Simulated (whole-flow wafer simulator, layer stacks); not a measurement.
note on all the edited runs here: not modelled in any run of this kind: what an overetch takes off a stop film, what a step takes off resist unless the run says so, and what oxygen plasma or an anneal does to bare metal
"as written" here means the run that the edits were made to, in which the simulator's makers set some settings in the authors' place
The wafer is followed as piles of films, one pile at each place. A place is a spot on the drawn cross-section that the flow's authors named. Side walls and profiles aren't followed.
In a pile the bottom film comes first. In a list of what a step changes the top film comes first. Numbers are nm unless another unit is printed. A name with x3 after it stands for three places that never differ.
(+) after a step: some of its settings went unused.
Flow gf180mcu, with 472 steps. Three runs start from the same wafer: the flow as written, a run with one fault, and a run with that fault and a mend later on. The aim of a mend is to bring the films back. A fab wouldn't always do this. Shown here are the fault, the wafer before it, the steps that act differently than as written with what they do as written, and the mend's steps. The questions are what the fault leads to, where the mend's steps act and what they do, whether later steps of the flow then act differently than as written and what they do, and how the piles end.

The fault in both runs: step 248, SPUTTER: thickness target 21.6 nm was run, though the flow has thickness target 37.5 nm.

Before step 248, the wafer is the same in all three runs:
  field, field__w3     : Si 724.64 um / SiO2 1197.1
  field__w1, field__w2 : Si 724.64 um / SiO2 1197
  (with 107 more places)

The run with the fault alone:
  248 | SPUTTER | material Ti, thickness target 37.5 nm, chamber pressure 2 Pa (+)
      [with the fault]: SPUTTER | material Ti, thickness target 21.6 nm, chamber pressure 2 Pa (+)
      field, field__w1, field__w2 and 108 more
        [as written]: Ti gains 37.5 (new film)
        [with the fault]: Ti gains 21.6 (new film)
  Steps later in the flow that act otherwise than as written:
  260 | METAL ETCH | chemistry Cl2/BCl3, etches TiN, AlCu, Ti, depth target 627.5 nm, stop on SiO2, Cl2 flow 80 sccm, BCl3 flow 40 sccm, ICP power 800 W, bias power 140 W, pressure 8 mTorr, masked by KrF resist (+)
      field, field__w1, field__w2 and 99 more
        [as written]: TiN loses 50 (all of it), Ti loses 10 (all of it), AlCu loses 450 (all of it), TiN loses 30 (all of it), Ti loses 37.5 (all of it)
        [with the fault]: TiN loses 50 (all of it), Ti loses 10 (all of it), AlCu loses 450 (all of it), TiN loses 30 (all of it), Ti loses 21.6 (all of it)
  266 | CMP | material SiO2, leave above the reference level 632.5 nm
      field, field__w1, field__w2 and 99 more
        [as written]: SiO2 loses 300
        [with the fault]: SiO2 loses 315.9
  By the end, the piles at field__w8, contact, m1 and 6 more depart from the flow's by more than 2% or 0.5 nm, whichever is larger.
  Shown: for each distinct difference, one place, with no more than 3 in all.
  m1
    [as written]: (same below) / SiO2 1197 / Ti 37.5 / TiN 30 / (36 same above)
    [with the fault]: (same below) / SiO2 1197 / Ti 21.6 / TiN 30 / (36 same above)
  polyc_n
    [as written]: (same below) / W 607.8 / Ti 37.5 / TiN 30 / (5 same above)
    [with the fault]: (same below) / W 607.8 / Ti 21.6 / TiN 30 / (5 same above)
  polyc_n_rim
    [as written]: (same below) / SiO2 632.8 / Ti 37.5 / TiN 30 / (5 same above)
    [with the fault]: (same below) / SiO2 632.8 / Ti 21.6 / TiN 30 / (5 same above)

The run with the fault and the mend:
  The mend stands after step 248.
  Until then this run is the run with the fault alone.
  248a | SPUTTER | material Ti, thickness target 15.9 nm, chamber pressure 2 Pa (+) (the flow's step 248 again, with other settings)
      field, field__w1, field__w2 and 108 more
        Ti gains 15.9
  Every later step of the flow that is run acts as written at every place that is followed.
  At every place that both follow, the piles at the end match the flow's.
